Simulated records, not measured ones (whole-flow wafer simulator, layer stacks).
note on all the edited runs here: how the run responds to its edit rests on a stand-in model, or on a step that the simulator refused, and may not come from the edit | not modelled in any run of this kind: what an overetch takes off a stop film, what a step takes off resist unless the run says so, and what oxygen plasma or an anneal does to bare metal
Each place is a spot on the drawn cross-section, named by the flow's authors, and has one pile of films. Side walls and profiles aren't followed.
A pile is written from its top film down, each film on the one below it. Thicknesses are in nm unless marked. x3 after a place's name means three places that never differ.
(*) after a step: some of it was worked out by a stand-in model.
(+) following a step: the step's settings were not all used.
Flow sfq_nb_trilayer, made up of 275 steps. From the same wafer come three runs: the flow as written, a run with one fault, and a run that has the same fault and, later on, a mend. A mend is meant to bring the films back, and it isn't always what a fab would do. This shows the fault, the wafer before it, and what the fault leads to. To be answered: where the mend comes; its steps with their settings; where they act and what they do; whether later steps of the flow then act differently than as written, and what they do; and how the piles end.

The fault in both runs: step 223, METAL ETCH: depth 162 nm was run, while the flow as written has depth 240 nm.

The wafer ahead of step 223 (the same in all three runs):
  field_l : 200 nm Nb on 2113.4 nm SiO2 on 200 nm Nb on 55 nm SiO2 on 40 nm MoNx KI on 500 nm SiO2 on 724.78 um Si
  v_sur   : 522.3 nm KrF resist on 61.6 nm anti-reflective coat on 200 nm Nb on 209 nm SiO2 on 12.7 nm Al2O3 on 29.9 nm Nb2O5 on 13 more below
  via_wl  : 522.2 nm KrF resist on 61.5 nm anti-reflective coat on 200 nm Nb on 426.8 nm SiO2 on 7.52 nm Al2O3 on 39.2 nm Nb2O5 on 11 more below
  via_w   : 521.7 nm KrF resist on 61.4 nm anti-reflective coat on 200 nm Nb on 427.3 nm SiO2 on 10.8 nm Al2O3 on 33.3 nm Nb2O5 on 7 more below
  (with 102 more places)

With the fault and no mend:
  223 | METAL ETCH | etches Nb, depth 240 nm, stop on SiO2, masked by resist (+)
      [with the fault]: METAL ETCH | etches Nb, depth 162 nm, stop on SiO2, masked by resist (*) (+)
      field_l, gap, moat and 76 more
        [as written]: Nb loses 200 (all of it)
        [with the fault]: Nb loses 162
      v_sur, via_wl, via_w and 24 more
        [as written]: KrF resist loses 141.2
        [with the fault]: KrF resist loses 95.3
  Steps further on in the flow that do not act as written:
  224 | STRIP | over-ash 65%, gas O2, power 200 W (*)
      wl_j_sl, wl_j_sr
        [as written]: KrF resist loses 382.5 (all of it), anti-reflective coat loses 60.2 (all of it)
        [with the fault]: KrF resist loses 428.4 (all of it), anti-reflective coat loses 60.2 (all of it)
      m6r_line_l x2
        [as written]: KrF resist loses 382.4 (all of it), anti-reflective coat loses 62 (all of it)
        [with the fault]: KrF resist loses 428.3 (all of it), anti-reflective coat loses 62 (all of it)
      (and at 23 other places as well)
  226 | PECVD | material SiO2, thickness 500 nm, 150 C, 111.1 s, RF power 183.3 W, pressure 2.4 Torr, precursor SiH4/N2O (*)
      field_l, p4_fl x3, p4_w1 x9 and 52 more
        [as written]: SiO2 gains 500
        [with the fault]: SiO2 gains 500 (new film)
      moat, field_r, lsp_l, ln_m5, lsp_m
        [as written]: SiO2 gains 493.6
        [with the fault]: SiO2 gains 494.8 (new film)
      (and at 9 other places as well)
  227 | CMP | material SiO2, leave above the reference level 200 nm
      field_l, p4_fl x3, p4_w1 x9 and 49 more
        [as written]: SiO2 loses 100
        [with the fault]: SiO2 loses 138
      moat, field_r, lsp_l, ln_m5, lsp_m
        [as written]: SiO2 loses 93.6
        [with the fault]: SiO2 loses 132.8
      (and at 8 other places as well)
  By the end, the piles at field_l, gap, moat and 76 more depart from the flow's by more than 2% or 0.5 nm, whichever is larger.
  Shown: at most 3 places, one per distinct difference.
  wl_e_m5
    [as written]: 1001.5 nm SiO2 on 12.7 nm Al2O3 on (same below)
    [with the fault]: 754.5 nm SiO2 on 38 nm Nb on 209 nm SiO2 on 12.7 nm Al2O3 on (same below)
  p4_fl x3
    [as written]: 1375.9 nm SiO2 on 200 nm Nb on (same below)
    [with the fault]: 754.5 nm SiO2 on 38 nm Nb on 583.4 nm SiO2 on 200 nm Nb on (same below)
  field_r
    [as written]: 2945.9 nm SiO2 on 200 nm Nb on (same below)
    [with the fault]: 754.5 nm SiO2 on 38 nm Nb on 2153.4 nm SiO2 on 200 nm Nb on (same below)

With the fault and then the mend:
  After step 223 comes the mend.
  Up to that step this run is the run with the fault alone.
  223a | METAL ETCH | etches Nb, depth 78 nm, stop on SiO2, masked by resist (+) (the flow's step 223, run once more with other settings)
      field_l, gap, moat and 76 more
        Nb loses 38 (all of it)
      v_sur, via_wl, via_w and 24 more
        KrF resist loses 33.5
  Steps further on in the flow that do not act as written:
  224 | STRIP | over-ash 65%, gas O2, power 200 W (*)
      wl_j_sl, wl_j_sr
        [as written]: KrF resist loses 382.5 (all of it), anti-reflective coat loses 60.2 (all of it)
        [with the mend]: KrF resist loses 394.9 (all of it), anti-reflective coat loses 60.2 (all of it)
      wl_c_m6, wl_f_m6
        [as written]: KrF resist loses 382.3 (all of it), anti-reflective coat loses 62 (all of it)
        [with the mend]: KrF resist loses 394.6 (all of it), anti-reflective coat loses 62 (all of it)
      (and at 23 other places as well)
  The piles end the same as the flow's at every place that both follow.
